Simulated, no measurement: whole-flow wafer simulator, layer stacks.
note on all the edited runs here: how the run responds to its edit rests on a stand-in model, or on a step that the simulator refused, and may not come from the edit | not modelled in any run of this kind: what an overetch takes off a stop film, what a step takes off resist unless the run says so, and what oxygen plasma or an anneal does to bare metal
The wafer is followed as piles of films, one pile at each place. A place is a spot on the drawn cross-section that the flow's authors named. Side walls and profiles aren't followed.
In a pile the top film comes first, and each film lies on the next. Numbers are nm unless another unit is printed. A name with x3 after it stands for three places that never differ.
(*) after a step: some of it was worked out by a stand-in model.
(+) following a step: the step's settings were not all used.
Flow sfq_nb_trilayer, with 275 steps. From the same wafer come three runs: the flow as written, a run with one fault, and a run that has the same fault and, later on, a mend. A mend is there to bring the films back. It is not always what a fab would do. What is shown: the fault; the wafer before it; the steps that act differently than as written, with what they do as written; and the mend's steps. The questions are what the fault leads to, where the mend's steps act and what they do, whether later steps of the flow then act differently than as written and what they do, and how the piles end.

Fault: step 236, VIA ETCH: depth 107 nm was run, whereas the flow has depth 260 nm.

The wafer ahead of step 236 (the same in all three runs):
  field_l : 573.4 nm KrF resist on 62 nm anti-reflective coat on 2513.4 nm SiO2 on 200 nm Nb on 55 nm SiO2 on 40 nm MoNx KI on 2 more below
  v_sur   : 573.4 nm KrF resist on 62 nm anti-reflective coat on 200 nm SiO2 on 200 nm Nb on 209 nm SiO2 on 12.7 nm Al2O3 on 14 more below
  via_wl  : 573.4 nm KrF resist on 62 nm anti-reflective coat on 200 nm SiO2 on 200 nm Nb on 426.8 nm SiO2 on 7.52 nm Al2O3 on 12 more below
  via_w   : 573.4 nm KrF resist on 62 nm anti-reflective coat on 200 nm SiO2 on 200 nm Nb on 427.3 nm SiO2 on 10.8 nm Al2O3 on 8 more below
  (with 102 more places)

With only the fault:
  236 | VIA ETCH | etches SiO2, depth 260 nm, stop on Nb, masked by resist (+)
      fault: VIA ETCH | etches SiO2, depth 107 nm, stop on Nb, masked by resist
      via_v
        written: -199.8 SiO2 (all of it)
        fault: -107 SiO2
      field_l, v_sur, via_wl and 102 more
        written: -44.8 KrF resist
        fault: -18.4 KrF resist
  Steps further on in the flow that do not act as written (3 other steps are not shown; they differ only slightly, by no more than 2% or 0.5 nm, whichever is larger):
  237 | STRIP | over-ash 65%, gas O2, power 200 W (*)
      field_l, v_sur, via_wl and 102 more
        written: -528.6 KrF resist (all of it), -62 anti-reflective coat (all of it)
        fault: -555 KrF resist (all of it), -62 anti-reflective coat (all of it)
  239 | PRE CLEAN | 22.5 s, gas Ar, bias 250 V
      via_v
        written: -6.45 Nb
        fault: -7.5 SiO2
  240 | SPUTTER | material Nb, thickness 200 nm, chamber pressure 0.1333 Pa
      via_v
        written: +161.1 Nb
        fault: +183.7 Nb (new film)
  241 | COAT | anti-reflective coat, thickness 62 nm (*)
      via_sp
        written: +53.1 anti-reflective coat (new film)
        fault: +51.3 anti-reflective coat (new film)
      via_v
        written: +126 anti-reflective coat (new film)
        fault: +110.4 anti-reflective coat (new film)
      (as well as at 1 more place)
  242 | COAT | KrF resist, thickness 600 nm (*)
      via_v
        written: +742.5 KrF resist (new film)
        fault: +658.5 KrF resist (new film)
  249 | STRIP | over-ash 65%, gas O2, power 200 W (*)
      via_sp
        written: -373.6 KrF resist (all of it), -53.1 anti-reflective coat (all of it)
        fault: -382.7 KrF resist (all of it), -51.3 anti-reflective coat (all of it)
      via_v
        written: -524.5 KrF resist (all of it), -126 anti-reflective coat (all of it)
        fault: -440.8 KrF resist (all of it), -110.4 anti-reflective coat (all of it)
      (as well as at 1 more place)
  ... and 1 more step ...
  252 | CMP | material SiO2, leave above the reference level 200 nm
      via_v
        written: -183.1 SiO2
        fault: -176.5 SiO2
  By the end, the piles at via_v depart from the flow's by more than 2% or 0.5 nm, whichever is larger.
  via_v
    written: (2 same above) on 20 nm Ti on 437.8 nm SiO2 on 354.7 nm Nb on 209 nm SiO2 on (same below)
    fault: (2 same above) on 20 nm Ti on 323.5 nm SiO2 on 183.7 nm Nb on 85.3 nm SiO2 on 200 nm Nb on 209 nm SiO2 on (same below)

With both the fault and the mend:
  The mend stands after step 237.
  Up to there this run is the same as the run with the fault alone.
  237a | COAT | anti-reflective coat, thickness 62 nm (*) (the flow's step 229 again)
      p4_fl x3, p4_w1 x9, p4_g1 x2 and 63 more
        +62 anti-reflective coat (new film)
      c5j, ce_r, sp_r and 13 more
        +61.9 anti-reflective coat (new film)
      field_l, v_sur, gap, jj_sur, ce_l
        +61.8 anti-reflective coat (new film)
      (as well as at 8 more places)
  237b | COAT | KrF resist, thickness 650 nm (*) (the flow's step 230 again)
      p4_fl x3, p4_w1 x9, p4_g1 x2 and 63 more
        +650 KrF resist (new film)
      r_end, moat, field_r, lsp_l, ln_m5
        +649.7 KrF resist (new film)
      lsp_m, ln_m6, lsp_r, l0_sur, l0v
        +649.8 KrF resist (new film)
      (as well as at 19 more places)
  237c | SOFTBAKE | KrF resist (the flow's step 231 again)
      alters no film at any place that is followed
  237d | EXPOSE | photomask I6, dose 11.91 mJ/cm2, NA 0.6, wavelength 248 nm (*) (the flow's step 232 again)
      alters no film at any place that is followed
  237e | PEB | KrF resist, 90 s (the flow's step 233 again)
      via_sp, wire, jj_sur and 94 more
        -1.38 KrF resist
      field_l, v_sur, via_wl, via_w, via_wr, be, be_sur, gap
        -1.37 KrF resist
      via_v
        -1.51 KrF resist
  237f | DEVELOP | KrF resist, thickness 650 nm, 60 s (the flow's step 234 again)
      field_l, v_sur, via_wl and 102 more
        -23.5 KrF resist
      via_v
        -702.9 KrF resist (all of it)
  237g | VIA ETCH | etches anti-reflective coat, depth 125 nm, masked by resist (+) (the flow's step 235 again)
      field_l, v_sur, via_wl and 102 more
        -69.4 KrF resist
      via_v
        -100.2 anti-reflective coat (all of it), -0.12 SiO2
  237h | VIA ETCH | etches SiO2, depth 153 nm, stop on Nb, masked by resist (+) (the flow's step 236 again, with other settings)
      field_l, v_sur, via_wl and 102 more
        -24 KrF resist
      via_v
        -92.7 SiO2 (all of it)
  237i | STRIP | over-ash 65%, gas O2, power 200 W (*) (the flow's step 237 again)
      p4_fl x3, p4_w1 x9, p4_g1 x2 and 63 more
        -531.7 KrF resist (all of it), -62 anti-reflective coat (all of it)
      moat, field_r, lsp_l, ln_m5, lsp_m, ln_m6, l0v
        -531.4 KrF resist (all of it), -61.9 anti-reflective coat (all of it)
      r_sur, res, r_end
        -531.3 KrF resist (all of it), -61.9 anti-reflective coat (all of it)
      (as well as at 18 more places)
  None of the later steps of the flow differs from how it acts as written, at any place that is followed, by more than 2% or 0.5 nm, whichever is larger.
  At every place that both follow, the piles at the end match the flow's.
